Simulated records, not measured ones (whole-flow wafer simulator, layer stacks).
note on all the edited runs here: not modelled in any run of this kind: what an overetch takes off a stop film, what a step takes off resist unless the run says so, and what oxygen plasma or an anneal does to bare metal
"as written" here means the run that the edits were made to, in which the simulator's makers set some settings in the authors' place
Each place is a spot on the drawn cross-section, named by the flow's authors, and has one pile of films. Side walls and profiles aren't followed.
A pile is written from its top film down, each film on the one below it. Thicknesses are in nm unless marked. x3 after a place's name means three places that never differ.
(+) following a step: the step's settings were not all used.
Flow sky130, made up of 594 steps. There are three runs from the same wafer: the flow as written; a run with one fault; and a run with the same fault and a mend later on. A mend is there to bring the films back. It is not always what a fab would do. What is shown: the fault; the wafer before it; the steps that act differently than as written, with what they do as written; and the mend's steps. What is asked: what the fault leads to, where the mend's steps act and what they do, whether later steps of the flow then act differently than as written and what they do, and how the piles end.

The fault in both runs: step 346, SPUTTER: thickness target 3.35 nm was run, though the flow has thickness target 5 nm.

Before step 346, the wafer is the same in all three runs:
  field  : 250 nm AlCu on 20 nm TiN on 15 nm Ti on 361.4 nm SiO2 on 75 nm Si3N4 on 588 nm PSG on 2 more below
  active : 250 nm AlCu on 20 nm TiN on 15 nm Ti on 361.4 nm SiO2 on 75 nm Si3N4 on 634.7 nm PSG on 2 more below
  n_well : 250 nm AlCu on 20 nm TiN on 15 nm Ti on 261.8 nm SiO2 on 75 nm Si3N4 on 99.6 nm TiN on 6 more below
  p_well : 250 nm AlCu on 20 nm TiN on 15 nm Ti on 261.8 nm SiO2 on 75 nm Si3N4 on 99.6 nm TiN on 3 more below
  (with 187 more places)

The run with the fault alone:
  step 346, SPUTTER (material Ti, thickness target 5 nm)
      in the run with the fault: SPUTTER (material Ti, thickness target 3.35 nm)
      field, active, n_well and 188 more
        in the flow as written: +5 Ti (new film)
        in the run with the fault: +3.35 Ti (new film)
  Later steps of the flow acting differently than as written (not shown: 15 more steps that differ only slightly, by at most 2% or 0.5 nm, whichever is larger):
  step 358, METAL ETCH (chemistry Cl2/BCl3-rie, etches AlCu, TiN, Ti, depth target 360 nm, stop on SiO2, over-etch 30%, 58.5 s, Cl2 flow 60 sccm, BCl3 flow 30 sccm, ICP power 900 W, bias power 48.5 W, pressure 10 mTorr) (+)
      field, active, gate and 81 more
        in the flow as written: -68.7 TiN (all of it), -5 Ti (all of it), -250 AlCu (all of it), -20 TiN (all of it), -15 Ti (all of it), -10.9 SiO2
        in the run with the fault: -68.7 TiN (all of it), -3.35 Ti (all of it), -250 AlCu (all of it), -20 TiN (all of it), -15 Ti (all of it), -11.1 SiO2
  By the end, the piles at n_well, p_well, gate_hv and 104 more depart from the flow's by more than 2% or 0.5 nm, whichever is larger.
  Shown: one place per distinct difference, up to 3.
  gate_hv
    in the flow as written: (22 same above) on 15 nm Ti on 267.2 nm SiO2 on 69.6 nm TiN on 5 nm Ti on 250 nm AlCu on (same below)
    in the run with the fault: (22 same above) on 15 nm Ti on 268.9 nm SiO2 on 69.6 nm TiN on 3.35 nm Ti on 250 nm AlCu on (same below)
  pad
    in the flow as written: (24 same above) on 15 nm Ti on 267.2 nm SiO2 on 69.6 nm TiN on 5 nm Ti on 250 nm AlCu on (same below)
    in the run with the fault: (24 same above) on 15 nm Ti on 268.9 nm SiO2 on 69.6 nm TiN on 3.35 nm Ti on 250 nm AlCu on (same below)
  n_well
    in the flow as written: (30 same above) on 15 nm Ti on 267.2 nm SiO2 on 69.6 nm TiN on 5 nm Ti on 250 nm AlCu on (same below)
    in the run with the fault: (30 same above) on 15 nm Ti on 268.9 nm SiO2 on 69.6 nm TiN on 3.35 nm Ti on 250 nm AlCu on (same below)

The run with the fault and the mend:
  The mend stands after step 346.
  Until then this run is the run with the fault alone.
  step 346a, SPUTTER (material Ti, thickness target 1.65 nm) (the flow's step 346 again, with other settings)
      field, active, n_well and 188 more
        +1.65 Ti
  Later steps of the flow that are run all act as written at every place that is followed.
  At every place that both follow, the piles at the end match the flow's.
